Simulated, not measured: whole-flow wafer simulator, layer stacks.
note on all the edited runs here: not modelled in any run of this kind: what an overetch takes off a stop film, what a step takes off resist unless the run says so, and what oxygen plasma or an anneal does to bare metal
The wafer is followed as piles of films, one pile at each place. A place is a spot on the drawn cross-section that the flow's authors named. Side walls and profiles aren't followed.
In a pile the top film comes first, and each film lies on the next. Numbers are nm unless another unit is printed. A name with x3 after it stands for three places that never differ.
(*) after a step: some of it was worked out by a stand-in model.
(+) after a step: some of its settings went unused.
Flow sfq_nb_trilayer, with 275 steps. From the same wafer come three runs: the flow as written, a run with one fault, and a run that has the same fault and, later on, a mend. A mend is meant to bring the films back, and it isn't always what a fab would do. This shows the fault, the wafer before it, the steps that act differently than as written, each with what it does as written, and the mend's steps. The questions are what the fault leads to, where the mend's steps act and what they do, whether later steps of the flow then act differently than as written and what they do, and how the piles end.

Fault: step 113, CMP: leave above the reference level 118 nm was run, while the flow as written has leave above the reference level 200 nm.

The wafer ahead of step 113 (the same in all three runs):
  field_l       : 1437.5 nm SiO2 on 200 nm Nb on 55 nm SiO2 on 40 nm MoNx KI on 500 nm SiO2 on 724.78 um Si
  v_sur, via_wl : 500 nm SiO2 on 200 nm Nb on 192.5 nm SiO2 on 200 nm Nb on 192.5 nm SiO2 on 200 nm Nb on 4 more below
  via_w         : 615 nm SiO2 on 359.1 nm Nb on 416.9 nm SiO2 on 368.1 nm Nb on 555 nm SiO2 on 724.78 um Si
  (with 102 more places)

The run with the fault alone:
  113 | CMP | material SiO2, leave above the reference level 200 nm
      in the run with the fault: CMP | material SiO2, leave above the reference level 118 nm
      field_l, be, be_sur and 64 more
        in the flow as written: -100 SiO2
        in the run with the fault: -182 SiO2
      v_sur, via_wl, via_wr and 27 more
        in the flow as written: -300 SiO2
        in the run with the fault: -382 SiO2
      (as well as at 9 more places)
  Steps further on in the flow that do not act as written (3 other steps are not shown; they differ only slightly, by no more than 2% or 0.5 nm, whichever is larger):
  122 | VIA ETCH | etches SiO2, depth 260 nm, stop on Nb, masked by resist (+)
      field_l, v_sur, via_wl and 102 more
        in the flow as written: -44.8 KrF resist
        in the run with the fault: -30.5 KrF resist
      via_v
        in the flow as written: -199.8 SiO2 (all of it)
        in the run with the fault: -117.8 SiO2 (all of it)
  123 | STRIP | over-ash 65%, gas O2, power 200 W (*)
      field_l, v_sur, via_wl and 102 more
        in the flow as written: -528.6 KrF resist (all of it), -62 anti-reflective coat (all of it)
        in the run with the fault: -543 KrF resist (all of it), -62 anti-reflective coat (all of it)
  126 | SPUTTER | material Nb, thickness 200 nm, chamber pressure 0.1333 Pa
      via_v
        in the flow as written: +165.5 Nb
        in the run with the fault: +183.7 Nb
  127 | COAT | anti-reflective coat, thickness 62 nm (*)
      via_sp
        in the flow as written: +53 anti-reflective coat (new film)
        in the run with the fault: +54.8 anti-reflective coat (new film)
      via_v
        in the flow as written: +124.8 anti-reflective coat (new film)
        in the run with the fault: +105.8 anti-reflective coat (new film)
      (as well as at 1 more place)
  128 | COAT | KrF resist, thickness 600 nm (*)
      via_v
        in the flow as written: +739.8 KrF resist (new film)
        in the run with the fault: +672 KrF resist (new film)
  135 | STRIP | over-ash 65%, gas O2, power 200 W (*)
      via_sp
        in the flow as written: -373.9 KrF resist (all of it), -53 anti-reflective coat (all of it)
        in the run with the fault: -379.3 KrF resist (all of it), -54.8 anti-reflective coat (all of it)
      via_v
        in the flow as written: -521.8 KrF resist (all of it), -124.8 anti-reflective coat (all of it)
        in the run with the fault: -454.2 KrF resist (all of it), -105.8 anti-reflective coat (all of it)
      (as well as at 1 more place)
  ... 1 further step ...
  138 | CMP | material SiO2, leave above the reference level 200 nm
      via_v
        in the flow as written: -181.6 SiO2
        in the run with the fault: -166.8 SiO2
  The piles end different from the flow's at field_l, v_sur, via_wl and 103 more by more than 2% or 0.5 nm, whichever is larger.
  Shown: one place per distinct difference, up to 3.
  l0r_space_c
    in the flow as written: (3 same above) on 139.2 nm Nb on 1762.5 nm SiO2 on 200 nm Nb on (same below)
    in the run with the fault: (3 same above) on 139.2 nm Nb on 1680.5 nm SiO2 on 200 nm Nb on (same below)
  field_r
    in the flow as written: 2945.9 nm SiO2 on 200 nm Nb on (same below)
    in the run with the fault: 2863.9 nm SiO2 on 200 nm Nb on (same below)
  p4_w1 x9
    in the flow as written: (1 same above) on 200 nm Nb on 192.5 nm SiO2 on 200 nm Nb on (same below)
    in the run with the fault: (1 same above) on 200 nm Nb on 110.5 nm SiO2 on 200 nm Nb on (same below)

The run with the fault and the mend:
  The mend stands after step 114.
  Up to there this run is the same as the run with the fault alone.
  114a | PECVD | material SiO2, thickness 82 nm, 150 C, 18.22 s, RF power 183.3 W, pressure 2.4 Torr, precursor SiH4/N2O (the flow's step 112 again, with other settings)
      field_l, v_sur, via_wl and 103 more
        +82 SiO2
  Later steps of the flow that are run all act as written at every place that is followed, up to a difference of at most 2% or 0.5 nm, whichever is larger.
  At every place that both follow, the piles at the end match the flow's.
